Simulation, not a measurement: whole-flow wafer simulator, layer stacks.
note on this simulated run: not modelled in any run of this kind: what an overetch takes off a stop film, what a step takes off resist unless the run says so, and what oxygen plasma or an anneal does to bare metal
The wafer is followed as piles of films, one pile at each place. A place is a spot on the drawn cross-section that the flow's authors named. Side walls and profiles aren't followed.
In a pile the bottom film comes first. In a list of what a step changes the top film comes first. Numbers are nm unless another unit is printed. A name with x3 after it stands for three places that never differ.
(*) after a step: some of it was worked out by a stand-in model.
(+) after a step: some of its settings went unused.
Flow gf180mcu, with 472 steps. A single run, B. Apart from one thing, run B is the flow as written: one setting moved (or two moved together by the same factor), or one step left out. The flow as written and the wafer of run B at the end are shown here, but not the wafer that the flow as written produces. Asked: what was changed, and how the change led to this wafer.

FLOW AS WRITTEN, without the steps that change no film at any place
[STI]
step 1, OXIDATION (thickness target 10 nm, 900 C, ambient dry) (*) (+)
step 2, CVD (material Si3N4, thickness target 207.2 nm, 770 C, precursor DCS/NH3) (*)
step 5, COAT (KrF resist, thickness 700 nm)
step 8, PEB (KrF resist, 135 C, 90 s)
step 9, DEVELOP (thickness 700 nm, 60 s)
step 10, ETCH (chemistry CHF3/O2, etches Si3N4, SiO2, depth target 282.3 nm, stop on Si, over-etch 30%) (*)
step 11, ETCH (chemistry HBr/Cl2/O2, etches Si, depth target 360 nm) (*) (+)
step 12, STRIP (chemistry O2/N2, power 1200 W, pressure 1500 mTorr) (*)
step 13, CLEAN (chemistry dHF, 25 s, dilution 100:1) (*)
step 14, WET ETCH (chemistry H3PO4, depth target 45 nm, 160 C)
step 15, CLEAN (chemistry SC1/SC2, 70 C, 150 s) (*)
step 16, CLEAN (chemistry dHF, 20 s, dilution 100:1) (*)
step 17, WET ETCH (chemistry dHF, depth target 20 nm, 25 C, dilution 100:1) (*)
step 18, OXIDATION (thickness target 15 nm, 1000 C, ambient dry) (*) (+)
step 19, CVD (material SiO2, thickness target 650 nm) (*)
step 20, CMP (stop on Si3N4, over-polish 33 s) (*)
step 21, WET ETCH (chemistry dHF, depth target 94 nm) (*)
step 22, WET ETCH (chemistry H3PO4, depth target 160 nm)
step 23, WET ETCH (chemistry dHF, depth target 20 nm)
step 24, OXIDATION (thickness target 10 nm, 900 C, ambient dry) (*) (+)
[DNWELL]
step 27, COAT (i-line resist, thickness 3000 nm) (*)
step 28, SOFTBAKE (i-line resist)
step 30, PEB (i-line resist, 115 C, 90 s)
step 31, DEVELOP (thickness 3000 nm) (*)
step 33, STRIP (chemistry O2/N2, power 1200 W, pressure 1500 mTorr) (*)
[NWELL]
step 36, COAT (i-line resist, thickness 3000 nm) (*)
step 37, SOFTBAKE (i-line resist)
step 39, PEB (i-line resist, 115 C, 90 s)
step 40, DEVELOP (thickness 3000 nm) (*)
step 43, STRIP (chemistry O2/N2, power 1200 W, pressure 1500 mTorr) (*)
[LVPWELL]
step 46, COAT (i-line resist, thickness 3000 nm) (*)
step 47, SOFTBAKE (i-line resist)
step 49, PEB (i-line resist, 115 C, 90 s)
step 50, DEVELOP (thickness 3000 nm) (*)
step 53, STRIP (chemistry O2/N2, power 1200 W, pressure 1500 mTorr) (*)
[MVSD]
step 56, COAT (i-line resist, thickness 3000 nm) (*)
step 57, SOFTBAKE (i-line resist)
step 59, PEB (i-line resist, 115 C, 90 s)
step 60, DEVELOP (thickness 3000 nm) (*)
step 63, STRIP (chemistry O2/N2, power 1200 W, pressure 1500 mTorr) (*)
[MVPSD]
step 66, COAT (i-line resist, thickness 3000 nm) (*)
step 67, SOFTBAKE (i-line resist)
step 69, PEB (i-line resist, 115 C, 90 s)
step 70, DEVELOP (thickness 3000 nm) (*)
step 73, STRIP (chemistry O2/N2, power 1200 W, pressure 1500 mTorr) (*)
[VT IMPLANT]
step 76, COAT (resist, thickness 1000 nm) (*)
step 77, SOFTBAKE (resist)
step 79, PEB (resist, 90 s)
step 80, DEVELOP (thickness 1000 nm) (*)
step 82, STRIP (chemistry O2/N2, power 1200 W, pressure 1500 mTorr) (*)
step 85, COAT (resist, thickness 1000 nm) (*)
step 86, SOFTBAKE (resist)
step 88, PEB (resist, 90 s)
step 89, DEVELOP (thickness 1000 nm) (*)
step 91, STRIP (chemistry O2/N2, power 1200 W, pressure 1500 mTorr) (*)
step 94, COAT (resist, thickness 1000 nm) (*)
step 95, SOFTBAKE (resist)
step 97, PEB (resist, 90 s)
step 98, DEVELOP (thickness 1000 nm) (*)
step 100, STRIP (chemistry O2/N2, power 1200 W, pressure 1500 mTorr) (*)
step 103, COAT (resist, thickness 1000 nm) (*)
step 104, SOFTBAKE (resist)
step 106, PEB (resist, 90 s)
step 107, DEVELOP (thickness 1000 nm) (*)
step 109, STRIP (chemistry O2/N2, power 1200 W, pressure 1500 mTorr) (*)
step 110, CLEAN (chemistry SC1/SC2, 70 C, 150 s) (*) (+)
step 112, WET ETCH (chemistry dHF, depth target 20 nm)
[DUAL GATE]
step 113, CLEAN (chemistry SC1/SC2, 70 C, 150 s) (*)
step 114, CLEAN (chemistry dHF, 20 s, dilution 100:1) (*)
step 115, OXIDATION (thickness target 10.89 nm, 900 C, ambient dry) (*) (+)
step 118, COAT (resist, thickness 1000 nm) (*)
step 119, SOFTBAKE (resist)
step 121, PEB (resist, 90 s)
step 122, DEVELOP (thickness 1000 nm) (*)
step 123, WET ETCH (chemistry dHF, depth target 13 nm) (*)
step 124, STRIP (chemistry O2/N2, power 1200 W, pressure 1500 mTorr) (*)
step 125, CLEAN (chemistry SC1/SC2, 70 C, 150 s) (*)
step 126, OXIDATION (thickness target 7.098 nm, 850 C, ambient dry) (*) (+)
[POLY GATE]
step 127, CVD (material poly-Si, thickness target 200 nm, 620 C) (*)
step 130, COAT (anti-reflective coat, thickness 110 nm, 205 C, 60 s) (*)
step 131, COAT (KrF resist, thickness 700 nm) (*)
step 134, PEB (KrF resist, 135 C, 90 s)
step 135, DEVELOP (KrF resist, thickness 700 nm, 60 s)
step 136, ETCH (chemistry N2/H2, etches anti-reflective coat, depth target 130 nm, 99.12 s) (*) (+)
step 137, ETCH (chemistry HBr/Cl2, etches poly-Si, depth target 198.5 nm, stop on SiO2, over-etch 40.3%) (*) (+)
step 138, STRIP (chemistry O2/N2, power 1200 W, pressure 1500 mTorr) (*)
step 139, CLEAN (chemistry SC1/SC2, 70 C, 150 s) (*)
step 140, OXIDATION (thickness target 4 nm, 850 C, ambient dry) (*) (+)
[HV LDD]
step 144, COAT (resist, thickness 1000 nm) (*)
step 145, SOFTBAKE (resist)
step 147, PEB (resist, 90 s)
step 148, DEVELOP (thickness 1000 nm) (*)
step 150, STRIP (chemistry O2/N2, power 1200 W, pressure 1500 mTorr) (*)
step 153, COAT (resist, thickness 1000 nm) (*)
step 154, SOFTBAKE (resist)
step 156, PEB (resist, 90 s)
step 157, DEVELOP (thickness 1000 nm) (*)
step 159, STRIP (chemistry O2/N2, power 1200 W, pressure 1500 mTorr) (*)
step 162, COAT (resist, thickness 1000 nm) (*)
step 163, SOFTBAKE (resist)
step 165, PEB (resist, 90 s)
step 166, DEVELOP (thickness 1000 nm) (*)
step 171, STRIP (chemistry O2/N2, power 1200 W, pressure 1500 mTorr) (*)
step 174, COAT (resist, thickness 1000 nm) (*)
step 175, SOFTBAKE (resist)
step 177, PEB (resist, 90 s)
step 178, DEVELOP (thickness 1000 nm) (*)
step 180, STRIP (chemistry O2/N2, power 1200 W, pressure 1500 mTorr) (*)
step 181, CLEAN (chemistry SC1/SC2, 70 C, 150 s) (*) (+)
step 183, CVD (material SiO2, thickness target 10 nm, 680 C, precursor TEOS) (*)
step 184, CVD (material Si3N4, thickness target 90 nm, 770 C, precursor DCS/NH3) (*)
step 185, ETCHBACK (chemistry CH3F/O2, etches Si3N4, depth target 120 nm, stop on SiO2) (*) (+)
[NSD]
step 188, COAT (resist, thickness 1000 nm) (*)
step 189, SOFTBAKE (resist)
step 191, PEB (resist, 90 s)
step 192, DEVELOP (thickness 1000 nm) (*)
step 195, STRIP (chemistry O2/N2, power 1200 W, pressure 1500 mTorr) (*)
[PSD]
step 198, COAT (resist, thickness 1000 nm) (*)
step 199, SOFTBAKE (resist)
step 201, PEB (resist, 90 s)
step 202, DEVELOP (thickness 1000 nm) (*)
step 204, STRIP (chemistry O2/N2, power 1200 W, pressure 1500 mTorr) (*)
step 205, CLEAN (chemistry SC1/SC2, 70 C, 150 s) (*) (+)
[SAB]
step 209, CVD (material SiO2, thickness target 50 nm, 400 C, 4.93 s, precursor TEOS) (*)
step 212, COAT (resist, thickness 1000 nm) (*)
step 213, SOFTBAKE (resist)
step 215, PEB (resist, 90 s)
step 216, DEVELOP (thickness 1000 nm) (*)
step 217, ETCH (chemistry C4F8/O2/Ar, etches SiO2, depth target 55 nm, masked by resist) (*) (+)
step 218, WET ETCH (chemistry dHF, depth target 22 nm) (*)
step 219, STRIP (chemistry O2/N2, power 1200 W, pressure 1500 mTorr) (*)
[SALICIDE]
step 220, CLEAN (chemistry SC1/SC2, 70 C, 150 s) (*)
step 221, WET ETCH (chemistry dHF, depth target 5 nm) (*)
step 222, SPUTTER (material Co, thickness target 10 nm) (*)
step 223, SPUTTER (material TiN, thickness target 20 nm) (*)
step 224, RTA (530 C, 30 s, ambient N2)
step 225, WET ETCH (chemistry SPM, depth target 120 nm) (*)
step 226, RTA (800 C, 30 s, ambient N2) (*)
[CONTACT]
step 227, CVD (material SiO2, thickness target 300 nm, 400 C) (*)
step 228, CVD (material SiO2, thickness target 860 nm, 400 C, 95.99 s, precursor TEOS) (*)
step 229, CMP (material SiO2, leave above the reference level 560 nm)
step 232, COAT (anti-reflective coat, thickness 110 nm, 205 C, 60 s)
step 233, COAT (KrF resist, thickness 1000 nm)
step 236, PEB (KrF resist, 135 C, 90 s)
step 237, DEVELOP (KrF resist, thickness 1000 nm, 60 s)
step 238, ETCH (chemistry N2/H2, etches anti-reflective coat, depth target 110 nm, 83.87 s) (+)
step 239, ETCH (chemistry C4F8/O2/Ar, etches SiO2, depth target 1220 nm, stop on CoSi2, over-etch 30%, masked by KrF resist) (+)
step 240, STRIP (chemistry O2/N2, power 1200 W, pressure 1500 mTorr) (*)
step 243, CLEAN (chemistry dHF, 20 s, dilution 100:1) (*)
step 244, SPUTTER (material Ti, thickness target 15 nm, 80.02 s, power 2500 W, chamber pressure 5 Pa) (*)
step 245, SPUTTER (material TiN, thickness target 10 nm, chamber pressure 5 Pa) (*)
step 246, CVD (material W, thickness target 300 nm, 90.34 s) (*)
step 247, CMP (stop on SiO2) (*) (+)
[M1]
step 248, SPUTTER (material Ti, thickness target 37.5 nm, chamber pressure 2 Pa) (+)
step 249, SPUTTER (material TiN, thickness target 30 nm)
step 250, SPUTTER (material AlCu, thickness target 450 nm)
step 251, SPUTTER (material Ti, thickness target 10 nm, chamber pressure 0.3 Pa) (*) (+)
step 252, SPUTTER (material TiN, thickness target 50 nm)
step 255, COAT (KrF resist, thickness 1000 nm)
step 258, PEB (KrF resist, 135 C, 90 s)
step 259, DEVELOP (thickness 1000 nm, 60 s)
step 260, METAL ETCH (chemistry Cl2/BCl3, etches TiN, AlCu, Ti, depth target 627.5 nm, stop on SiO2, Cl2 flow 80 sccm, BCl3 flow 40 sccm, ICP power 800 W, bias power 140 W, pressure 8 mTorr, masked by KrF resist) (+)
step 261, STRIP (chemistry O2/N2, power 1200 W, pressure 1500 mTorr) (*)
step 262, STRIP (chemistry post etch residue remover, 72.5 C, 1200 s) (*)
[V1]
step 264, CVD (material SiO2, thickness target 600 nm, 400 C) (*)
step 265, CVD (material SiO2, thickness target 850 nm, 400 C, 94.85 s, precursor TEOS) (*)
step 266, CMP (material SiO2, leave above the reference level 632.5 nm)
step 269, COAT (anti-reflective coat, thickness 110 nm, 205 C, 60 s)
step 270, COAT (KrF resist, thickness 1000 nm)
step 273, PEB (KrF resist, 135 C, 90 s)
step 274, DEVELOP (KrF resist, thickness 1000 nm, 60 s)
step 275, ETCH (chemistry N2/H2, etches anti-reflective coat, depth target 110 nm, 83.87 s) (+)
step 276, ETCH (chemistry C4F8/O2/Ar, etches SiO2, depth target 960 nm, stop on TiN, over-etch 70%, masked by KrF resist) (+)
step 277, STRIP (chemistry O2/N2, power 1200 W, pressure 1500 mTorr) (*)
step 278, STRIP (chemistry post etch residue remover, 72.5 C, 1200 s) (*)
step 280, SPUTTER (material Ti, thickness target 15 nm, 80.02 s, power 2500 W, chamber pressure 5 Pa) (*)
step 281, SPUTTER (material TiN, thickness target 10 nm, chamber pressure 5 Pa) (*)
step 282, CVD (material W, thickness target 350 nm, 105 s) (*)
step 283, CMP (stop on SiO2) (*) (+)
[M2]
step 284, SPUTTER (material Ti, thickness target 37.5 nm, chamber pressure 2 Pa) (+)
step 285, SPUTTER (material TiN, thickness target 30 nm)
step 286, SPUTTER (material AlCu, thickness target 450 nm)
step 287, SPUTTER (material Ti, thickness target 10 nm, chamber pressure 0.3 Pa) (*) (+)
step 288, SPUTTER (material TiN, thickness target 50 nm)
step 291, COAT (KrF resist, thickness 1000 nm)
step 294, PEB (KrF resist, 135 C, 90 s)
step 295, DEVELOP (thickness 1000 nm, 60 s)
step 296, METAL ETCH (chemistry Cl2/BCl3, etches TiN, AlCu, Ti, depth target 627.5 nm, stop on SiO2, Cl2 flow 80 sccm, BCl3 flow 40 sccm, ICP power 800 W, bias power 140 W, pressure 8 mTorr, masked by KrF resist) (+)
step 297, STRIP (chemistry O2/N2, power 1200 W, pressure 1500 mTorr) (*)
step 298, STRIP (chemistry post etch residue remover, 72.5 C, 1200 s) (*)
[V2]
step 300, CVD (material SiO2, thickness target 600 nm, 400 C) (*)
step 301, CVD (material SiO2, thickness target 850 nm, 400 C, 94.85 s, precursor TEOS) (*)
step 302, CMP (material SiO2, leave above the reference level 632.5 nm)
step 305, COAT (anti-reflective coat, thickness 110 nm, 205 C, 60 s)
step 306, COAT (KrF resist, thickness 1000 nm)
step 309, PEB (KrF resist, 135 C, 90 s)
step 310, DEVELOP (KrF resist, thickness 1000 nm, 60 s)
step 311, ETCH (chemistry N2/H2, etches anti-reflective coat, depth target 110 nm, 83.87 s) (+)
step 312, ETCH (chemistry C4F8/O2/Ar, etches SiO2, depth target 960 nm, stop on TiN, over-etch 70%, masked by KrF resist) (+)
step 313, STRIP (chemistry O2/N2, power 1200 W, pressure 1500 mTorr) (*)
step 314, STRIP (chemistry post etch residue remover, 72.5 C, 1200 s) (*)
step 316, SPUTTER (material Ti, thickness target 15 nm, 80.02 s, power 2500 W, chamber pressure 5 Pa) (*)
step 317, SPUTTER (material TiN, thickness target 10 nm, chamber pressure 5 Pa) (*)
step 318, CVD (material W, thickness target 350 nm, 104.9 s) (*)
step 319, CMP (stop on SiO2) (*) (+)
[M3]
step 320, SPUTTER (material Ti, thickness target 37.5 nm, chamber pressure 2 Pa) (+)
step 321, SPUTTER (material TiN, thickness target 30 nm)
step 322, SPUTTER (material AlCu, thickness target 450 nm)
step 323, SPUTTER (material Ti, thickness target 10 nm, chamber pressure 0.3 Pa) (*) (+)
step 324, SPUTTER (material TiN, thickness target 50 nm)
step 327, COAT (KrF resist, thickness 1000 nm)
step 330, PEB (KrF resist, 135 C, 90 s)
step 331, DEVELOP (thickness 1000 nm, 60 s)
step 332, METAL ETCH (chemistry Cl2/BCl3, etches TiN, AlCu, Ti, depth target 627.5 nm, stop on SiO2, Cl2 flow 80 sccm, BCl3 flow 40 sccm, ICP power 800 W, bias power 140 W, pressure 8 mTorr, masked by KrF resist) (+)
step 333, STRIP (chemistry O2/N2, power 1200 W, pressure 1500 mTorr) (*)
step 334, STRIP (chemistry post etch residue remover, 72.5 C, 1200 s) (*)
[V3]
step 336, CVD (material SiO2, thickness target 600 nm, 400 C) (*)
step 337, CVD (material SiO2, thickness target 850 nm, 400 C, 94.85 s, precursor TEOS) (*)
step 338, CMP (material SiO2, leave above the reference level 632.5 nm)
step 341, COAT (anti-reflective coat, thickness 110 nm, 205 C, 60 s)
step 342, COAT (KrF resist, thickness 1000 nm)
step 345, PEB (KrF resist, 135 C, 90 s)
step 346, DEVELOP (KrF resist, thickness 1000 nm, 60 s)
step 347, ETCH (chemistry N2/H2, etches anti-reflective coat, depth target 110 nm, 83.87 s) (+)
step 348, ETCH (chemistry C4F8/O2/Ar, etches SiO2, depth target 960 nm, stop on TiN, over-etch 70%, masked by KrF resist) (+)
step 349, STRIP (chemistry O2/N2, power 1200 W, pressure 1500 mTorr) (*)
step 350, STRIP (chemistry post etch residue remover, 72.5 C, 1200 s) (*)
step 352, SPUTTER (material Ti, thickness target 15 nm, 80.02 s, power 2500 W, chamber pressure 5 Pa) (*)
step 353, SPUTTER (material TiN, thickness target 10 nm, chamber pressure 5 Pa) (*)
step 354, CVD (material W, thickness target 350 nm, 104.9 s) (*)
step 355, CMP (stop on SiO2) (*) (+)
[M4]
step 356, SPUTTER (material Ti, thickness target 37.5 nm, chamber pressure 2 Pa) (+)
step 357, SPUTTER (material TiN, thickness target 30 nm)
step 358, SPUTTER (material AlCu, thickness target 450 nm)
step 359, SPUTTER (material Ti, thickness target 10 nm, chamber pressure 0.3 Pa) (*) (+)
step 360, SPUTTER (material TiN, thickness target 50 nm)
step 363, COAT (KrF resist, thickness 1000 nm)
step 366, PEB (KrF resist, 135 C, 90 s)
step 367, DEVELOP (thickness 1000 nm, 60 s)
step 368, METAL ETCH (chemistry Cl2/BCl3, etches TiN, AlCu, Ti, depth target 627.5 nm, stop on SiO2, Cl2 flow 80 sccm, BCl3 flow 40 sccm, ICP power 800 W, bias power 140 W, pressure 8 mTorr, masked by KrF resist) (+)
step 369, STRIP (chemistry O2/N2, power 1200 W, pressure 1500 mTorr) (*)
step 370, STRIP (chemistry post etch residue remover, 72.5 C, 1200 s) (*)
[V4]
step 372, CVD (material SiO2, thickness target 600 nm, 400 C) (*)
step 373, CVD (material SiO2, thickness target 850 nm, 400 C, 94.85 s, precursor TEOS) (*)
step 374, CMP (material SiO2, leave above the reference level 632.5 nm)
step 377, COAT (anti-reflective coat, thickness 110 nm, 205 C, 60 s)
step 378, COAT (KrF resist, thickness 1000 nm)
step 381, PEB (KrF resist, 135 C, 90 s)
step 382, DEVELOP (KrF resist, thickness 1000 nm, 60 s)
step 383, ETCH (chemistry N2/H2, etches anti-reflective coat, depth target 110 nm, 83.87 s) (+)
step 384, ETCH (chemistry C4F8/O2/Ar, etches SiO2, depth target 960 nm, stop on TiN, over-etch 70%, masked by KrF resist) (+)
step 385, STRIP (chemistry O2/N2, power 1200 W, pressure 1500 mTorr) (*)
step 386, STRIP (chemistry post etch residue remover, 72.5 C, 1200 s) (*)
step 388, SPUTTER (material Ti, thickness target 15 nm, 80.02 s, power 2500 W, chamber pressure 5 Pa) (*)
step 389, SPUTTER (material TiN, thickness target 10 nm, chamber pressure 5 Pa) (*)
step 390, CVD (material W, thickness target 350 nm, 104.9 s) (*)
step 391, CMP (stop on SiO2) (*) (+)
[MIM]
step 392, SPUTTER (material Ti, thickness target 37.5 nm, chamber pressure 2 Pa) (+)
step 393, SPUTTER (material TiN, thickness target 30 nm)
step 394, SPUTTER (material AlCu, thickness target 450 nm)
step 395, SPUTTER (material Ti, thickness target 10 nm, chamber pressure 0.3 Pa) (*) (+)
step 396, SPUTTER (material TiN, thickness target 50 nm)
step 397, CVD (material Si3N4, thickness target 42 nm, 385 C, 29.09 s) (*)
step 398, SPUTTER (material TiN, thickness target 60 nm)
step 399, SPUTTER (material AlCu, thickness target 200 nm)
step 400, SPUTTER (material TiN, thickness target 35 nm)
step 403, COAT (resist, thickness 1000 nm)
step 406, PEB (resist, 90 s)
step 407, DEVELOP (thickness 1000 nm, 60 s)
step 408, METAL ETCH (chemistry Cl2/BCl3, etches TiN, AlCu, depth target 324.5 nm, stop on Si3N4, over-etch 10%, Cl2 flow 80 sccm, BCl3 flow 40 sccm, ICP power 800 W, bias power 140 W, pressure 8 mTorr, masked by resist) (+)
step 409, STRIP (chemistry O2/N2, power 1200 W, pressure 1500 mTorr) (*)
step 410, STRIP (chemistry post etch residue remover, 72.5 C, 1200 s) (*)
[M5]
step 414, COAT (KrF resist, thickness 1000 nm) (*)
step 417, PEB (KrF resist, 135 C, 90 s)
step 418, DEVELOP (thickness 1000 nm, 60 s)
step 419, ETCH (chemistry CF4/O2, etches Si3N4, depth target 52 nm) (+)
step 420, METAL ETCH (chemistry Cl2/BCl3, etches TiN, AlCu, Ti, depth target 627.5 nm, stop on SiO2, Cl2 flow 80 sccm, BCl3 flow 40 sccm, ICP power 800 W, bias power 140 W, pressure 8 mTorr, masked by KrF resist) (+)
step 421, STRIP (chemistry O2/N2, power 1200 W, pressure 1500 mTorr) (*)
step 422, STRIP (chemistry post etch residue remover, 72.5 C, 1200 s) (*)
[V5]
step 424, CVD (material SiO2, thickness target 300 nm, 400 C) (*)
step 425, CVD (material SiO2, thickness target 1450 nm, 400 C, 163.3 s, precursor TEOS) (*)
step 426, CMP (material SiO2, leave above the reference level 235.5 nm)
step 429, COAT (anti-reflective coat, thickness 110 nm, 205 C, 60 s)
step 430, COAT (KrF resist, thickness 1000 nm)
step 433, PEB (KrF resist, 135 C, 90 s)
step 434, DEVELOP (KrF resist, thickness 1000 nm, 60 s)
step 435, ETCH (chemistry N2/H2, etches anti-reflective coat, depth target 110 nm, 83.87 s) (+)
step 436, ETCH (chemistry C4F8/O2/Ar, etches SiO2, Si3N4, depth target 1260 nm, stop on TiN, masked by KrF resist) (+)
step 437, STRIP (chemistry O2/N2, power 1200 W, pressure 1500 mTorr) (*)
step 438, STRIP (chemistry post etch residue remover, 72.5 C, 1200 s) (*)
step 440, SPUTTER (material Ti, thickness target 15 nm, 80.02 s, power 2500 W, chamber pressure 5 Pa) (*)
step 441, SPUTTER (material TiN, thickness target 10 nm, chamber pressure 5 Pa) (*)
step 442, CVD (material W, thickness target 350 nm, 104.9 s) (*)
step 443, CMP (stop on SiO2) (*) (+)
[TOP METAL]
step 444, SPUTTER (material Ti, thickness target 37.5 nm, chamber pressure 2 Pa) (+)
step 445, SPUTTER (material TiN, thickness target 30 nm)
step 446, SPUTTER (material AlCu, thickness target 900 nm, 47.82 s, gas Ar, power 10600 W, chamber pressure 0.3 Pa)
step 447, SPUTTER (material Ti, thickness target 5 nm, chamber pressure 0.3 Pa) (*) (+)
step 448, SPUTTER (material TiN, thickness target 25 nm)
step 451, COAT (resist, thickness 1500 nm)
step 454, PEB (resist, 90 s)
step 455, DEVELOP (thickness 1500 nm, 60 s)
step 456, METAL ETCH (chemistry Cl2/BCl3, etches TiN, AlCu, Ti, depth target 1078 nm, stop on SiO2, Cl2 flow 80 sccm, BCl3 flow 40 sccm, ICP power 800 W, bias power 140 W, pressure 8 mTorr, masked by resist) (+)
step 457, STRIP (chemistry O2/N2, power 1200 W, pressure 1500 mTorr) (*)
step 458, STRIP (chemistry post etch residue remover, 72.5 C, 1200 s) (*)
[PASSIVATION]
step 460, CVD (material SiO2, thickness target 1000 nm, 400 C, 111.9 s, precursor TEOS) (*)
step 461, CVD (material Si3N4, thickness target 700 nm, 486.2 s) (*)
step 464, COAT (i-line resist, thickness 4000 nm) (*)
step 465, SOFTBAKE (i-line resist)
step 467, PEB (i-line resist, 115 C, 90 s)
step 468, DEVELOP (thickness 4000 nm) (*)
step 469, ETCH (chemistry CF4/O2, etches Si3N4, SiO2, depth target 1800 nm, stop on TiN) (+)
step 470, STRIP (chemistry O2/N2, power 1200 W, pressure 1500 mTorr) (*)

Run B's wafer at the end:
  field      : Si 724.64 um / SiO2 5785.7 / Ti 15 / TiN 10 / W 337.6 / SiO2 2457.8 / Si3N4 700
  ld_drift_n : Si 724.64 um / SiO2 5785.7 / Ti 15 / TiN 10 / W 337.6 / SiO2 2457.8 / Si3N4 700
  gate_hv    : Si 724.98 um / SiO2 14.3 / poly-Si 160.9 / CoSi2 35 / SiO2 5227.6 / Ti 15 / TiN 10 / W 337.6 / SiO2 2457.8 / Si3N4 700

Cause: step 391, CMP: stop on SiO2 (*) (+), was skipped.

How this came from the change, step by step:
  step 420, METAL ETCH (chemistry Cl2/BCl3, etches TiN, AlCu, Ti, depth target 627.5 nm, stop on SiO2, Cl2 flow 80 sccm, BCl3 flow 40 sccm, ICP power 800 W, bias power 140 W, pressure 8 mTorr, masked by KrF resist) (+)
      field, field__w1, field__w2 and 101 more: -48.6 TiN (all of it), -10 Ti (all of it), -450 AlCu (all of it), -30 TiN (all of it), -37.5 Ti (all of it), -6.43 W (it would be, as written: -48.6 TiN (all of it), -10 Ti (all of it), -450 AlCu (all of it), -30 TiN (all of it), -37.5 Ti (all of it))
  step 422, STRIP (chemistry post etch residue remover, 72.5 C, 1200 s) (*)
      field, field__w1, field__w2 and 101 more: -6.01 W (it would be, as written: nothing)
  step 424, CVD (material SiO2, thickness target 300 nm, 400 C) (*)
      field, field__w1, field__w2 and 101 more: +300 SiO2 (new film) (it would be, as written: +300 SiO2)
  step 426, CMP (material SiO2, leave above the reference level 235.5 nm)
      field, field__w1, field__w5 and 92 more: -288.4 SiO2 (it would be, as written: -300.8 SiO2)
      field__w2, field__w3, field__w12 and 6 more: -259.7 SiO2 (it would be, as written: -272.7 SiO2)
Taking metal films that touch as one body, field has 1 body; the flow as written gives 0 bodies.
Taking metal films that touch as one body, ld_drift_n has 1 body; the flow as written gives 0 bodies.
Taking metal films that touch as one body, gate_hv has 2 bodies (between them, from the top down: SiO2 5227.6); the flow as written gives 1 body.
